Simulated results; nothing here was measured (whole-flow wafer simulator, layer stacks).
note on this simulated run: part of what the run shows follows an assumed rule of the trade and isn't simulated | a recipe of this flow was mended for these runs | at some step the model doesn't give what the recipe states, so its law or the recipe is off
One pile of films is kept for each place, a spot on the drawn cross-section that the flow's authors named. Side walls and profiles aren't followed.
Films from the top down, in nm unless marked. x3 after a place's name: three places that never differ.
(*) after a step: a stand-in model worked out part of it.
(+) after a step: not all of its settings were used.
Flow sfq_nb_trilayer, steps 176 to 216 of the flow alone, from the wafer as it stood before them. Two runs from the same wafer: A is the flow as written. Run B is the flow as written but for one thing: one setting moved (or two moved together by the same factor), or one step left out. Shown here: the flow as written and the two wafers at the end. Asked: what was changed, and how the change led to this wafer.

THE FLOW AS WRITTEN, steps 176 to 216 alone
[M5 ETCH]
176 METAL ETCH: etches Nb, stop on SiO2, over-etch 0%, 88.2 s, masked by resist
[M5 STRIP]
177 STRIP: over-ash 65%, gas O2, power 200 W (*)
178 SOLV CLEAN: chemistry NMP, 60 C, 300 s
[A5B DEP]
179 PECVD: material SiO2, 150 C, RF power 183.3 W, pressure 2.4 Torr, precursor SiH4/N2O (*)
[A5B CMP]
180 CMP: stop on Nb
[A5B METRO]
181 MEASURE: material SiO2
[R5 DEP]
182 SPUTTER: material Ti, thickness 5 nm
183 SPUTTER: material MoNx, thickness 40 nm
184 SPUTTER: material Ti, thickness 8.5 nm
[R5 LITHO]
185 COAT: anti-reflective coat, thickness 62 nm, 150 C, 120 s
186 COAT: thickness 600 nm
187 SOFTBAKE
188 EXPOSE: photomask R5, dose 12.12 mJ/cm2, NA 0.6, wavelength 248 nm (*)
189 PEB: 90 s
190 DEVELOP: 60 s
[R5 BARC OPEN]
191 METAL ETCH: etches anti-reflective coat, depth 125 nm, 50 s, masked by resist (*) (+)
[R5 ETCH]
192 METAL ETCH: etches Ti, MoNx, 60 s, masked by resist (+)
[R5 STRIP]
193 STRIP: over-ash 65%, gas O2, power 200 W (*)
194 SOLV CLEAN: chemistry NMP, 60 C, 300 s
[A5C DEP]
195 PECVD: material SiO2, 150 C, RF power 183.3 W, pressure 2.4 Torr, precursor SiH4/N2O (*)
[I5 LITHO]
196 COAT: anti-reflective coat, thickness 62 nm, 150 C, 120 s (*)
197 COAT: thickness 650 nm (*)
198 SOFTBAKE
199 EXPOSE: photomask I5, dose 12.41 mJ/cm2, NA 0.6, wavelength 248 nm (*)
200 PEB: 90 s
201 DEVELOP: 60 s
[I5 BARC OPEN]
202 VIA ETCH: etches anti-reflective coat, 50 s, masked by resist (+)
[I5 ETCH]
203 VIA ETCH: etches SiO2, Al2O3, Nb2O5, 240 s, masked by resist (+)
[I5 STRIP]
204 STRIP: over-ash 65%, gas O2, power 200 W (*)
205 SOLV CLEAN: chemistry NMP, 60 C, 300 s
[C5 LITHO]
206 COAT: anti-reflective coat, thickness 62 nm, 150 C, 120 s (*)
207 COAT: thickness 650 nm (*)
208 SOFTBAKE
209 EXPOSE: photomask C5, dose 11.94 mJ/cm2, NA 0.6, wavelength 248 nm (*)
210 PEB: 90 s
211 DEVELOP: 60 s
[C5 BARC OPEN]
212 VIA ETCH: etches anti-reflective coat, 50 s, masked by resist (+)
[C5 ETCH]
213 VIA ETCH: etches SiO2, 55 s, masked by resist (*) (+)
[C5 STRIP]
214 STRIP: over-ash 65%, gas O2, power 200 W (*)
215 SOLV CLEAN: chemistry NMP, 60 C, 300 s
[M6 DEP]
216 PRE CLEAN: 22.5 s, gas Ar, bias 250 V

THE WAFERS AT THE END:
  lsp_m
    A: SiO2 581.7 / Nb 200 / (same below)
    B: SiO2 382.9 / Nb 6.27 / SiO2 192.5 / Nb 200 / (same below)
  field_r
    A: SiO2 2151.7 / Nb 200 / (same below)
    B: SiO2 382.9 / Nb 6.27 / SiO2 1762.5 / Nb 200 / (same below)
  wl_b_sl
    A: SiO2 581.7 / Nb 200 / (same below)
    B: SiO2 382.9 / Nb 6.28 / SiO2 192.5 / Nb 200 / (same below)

The cause: step 176, METAL ETCH: 58.4 s was run, where the flow has 88.2 s.

How the change led to this, step by step:
  176 METAL ETCH: etches Nb, stop on SiO2, over-etch 0%, 88.2 s, masked by resist
      field_l, res, moat and 45 more: A Al2O3 -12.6 (all of it), Nb2O5 -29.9 (all of it), Nb -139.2 (all of it), SiO2 -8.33 | B Al2O3 -12.6 (all of it), Nb2O5 -29.9 (all of it), Nb -133
      r_sur, wl_a_sl, wl_a_m6: A Al2O3 -12.5 (all of it), Nb2O5 -29.9 (all of it), Nb -139.2 (all of it), SiO2 -8.33 | B Al2O3 -12.5 (all of it), Nb2O5 -29.9 (all of it), Nb -133
      (and at 55 more places)
  177 STRIP: over-ash 65%, gas O2, power 200 W (*)
      l0r_line_l x3, l0r_space_c x19, m0r_space_l x2 and 6 more: A KrF-resist-other-grade -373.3 (all of it), anti-reflective coat -62 (all of it) | B KrF-resist-other-grade -418 (all of it), anti-reflective coat -62 (all of it)
      v_sur: A KrF-resist-other-grade -366.5 (all of it), anti-reflective coat -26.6 (all of it) | B KrF-resist-other-grade -411.2 (all of it), anti-reflective coat -26.6 (all of it)
      (and at 22 more places)
  179 PECVD: material SiO2, 150 C, RF power 183.3 W, pressure 2.4 Torr, precursor SiH4/N2O (*)
      field_l, lsp_m, ln_m6 and 44 more: A SiO2 +600 | B SiO2 +600 (new film)
      r_sur, res, r_end, moat, field_r, lsp_l: A SiO2 +593.1 | B SiO2 +593.6 (new film)
  180 CMP: stop on Nb
      field_l, lsp_m, ln_m6 and 44 more: A SiO2 -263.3 | B SiO2 -277.9
      r_sur, res, r_end, moat, field_r, lsp_l: A SiO2 -256.4 | B SiO2 -271.5
Counting metal films that touch as one body, lsp_m has 3 bodies (between them, from the top down: SiO2 192.5; SiO2 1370); the flow as written gives 2 bodies (between them, from the top down: SiO2 1370).
Counting metal films that touch as one body, field_r has 2 bodies (between them, from the top down: SiO2 1762.5); the flow as written gives 1 body.
Counting metal films that touch as one body, wl_b_sl has 6 bodies (between them, from the top down: SiO2 192.5; SiO2 192.5; SiO2 192.5; SiO2 192.5; SiO2 192.5); the flow as written gives 5 bodies (between them, from the top down: SiO2 192.5; SiO2 192.5; SiO2 192.5; SiO2 192.5).
